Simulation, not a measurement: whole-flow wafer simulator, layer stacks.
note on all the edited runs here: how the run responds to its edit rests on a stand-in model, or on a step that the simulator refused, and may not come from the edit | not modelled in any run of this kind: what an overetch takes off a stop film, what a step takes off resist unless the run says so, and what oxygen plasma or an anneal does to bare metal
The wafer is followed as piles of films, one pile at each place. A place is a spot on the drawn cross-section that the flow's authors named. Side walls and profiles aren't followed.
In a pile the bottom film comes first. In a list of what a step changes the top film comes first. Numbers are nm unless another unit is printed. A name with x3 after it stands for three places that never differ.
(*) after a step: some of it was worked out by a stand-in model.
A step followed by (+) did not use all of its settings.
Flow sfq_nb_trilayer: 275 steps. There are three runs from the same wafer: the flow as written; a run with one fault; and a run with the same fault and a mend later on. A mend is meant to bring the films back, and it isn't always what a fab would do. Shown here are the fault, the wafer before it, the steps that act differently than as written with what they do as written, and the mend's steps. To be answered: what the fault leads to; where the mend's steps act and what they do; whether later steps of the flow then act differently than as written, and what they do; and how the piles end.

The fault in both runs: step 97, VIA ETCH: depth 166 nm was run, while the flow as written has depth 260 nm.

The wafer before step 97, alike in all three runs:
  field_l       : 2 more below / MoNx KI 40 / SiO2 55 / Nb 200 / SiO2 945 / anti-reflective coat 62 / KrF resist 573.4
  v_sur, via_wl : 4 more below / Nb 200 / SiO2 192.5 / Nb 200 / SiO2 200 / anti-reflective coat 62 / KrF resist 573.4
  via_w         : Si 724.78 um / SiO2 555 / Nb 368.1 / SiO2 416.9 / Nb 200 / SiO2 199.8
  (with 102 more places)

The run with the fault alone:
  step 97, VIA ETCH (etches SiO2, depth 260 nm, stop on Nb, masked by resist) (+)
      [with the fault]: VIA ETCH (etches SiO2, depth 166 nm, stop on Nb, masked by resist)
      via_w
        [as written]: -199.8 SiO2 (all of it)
        [with the fault]: -166 SiO2
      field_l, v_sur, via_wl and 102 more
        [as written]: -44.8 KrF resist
        [with the fault]: -28.6 KrF resist
  Steps later in the flow that act otherwise than as written (3 more steps, not shown, differ only slightly: by at most 2% or 0.5 nm, whichever is larger):
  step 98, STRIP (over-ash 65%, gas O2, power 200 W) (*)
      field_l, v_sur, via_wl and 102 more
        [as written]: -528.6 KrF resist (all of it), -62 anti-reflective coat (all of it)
        [with the fault]: -544.8 KrF resist (all of it), -62 anti-reflective coat (all of it)
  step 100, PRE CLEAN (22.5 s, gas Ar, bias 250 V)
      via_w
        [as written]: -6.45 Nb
        [with the fault]: -7.5 SiO2
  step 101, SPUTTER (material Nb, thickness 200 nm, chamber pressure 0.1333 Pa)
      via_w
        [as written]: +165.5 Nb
        [with the fault]: +172.7 Nb (new film)
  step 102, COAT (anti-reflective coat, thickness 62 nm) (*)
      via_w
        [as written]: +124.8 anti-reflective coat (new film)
        [with the fault]: +116.1 anti-reflective coat (new film)
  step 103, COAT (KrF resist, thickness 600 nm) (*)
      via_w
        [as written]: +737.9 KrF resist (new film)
        [with the fault]: +711.5 KrF resist (new film)
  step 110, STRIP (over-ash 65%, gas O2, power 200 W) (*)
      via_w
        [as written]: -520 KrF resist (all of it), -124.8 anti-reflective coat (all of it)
        [with the fault]: -493.6 KrF resist (all of it), -116.1 anti-reflective coat (all of it)
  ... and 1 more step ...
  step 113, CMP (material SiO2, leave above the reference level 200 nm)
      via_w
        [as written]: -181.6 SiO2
        [with the fault]: -157.1 SiO2
  By the end, the piles at via_w depart from the flow's by more than 2% or 0.5 nm, whichever is larger.
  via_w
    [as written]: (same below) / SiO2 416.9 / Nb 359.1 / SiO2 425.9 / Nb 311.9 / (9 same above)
    [with the fault]: (same below) / SiO2 416.9 / Nb 200 / SiO2 26.3 / Nb 172.7 / SiO2 386 / Nb 311.9 / (9 same above)

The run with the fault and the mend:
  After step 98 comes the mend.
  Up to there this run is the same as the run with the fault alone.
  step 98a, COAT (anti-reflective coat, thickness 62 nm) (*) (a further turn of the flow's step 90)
      p4_fl x3, p4_w1 x9, p4_g1 x2 and 63 more
        +62 anti-reflective coat (new film)
      be_r, r_sur, res and 10 more
        +61.8 anti-reflective coat (new film)
      gap, jj_sur, ce_l, c5j, ce_r, sp_r
        +61.7 anti-reflective coat (new film)
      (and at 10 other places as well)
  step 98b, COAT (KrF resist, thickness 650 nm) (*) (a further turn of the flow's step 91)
      p4_fl x3, p4_w1 x9, p4_g1 x2 and 63 more
        +650 KrF resist (new film)
      res, r_end, moat, field_r, lsp_l, l0_sur, l0v
        +649.5 KrF resist (new film)
      ln_m5, lsp_m, ln_m6, lsp_r
        +649.6 KrF resist (new film)
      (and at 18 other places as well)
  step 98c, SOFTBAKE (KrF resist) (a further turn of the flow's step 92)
      alters no film at any place that is followed
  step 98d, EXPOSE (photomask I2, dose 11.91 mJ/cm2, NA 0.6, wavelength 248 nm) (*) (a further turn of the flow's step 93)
      alters no film at any place that is followed
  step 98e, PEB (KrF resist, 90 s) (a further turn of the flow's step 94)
      gap, jj_sur, ce_l and 93 more
        -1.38 KrF resist
      via_v, wire, be, be_sur
        -1.37 KrF resist
      field_l, via_sp
        -1.36 KrF resist
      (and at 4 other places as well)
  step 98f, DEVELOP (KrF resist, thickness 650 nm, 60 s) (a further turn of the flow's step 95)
      field_l, v_sur, via_wl and 102 more
        -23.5 KrF resist
      via_w
        -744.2 KrF resist (all of it)
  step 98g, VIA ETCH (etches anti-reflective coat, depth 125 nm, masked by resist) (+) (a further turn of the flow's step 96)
      field_l, v_sur, via_wl and 102 more
        -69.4 KrF resist
      via_w
        -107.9 anti-reflective coat (all of it)
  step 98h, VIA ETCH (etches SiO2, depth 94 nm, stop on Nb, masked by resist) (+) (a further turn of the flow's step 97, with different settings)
      field_l, v_sur, via_wl and 102 more
        -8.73 KrF resist
      via_w
        -33.8 SiO2 (all of it)
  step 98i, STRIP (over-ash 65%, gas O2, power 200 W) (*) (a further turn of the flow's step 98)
      p4_fl x3, p4_w1 x9, p4_g1 x2 and 63 more
        -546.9 KrF resist (all of it), -62 anti-reflective coat (all of it)
      field_r, lsp_l, ln_m5, lsp_m, ln_m6, lsp_r, l0_sur
        -546.5 KrF resist (all of it), -61.8 anti-reflective coat (all of it)
      r_sur, res, r_end, moat, l0v
        -546.4 KrF resist (all of it), -61.8 anti-reflective coat (all of it)
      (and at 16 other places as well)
  None of the later steps of the flow acts differently than as written at any place that is followed.
  At every place that both follow, the piles at the end match the flow's.
